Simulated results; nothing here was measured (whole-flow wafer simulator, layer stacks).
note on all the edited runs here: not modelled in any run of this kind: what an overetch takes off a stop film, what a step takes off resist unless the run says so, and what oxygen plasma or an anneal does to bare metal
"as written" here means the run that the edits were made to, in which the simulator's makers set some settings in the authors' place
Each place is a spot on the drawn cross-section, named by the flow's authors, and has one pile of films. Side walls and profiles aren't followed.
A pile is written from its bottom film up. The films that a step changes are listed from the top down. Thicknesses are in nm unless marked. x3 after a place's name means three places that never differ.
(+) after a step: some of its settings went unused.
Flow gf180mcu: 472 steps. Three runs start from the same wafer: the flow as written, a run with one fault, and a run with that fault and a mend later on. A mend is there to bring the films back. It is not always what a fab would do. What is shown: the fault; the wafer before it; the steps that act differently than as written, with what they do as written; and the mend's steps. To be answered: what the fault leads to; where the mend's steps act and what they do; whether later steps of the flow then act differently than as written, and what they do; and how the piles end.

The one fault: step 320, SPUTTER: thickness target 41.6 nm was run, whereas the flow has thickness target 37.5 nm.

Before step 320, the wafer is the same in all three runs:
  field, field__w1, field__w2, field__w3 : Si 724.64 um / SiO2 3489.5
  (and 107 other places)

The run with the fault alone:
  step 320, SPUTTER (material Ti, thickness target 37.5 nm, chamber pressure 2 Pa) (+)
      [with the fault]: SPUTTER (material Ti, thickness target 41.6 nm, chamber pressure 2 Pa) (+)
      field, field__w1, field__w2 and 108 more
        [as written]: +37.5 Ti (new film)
        [with the fault]: +41.6 Ti (new film)
  Steps further on in the flow that do not act as written (not shown: 1 more step that differs only slightly, by at most 2% or 0.5 nm, whichever is larger):
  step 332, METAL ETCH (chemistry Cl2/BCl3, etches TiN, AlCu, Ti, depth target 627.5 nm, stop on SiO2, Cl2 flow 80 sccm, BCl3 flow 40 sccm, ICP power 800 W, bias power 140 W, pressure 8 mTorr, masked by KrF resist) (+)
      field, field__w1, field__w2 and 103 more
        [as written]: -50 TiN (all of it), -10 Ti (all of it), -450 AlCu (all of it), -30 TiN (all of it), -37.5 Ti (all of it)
        [with the fault]: -50 TiN (all of it), -10 Ti (all of it), -450 AlCu (all of it), -30 TiN (all of it), -41.6 Ti (all of it)
  By the end, the piles at field__w8, contact, m1, m1__w1, m1_nw depart from the flow's by more than 2% or 0.5 nm, whichever is larger.
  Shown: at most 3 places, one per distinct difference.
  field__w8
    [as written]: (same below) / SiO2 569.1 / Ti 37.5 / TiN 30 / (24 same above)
    [with the fault]: (same below) / SiO2 569.1 / Ti 41.6 / TiN 30 / (24 same above)
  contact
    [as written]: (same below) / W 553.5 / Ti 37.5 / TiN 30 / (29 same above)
    [with the fault]: (same below) / W 553.5 / Ti 41.6 / TiN 30 / (29 same above)

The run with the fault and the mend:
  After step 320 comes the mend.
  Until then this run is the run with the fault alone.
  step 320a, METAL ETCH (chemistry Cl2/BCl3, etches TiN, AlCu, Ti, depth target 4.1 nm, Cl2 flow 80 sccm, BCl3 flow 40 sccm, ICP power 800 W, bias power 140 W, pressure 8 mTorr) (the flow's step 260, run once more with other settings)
      field, field__w1, field__w2 and 108 more
        -4.1 Ti
  None of the later steps of the flow acts differently than as written at any place that is followed.
  The piles end the same as the flow's at every place that both follow.
